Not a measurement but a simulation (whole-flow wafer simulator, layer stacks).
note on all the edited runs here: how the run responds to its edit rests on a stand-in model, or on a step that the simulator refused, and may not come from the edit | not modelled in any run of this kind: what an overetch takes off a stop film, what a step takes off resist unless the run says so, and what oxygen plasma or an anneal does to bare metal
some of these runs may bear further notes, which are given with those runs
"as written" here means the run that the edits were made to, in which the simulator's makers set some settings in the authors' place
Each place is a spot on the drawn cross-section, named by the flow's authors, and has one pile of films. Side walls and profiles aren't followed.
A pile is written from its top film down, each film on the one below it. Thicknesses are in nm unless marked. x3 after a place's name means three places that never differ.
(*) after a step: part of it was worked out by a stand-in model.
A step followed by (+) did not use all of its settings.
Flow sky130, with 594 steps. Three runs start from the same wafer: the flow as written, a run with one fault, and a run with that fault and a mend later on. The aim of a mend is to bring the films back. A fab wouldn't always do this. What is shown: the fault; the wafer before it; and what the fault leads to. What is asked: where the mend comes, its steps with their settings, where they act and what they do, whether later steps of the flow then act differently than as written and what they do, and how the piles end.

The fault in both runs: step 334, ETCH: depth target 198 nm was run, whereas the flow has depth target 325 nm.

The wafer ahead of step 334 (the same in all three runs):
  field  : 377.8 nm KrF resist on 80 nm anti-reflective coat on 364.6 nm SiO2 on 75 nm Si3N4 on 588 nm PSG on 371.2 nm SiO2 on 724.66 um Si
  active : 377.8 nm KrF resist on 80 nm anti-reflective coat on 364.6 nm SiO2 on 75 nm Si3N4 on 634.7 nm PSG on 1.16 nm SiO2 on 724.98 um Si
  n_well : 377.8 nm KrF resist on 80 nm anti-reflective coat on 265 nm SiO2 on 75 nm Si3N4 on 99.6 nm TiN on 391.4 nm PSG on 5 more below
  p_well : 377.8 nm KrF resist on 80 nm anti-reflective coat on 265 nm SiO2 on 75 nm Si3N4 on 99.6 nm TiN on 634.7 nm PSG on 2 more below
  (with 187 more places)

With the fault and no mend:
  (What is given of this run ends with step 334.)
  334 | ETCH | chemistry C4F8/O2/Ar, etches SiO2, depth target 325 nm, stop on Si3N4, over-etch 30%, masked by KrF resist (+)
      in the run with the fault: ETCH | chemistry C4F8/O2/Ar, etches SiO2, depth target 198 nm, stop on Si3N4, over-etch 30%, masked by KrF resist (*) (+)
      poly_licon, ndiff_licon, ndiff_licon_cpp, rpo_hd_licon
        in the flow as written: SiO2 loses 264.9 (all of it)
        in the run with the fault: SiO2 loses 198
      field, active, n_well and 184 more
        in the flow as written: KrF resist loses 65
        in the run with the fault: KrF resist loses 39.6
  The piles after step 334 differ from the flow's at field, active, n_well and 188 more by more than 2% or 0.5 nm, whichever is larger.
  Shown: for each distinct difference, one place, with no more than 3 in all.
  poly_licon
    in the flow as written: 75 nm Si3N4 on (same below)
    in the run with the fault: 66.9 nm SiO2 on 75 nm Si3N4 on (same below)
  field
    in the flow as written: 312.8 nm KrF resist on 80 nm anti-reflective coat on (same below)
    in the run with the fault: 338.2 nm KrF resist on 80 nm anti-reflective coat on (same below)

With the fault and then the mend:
  After step 334 comes the mend.
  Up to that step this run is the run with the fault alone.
  334a | ETCH | chemistry C4F8/O2/Ar, etches SiO2, depth target 127 nm, stop on Si3N4, over-etch 30%, masked by KrF resist (+) (a further turn of the flow's step 334, with different settings)
      field, active, n_well and 184 more
        KrF resist loses 25.4
      poly_licon, ndiff_licon, ndiff_licon_cpp, rpo_hd_licon
        SiO2 loses 66.9 (all of it)
  None of the later steps of the flow acts differently than as written at any place that is followed.
  The piles end the same as the flow's at every place that both follow.
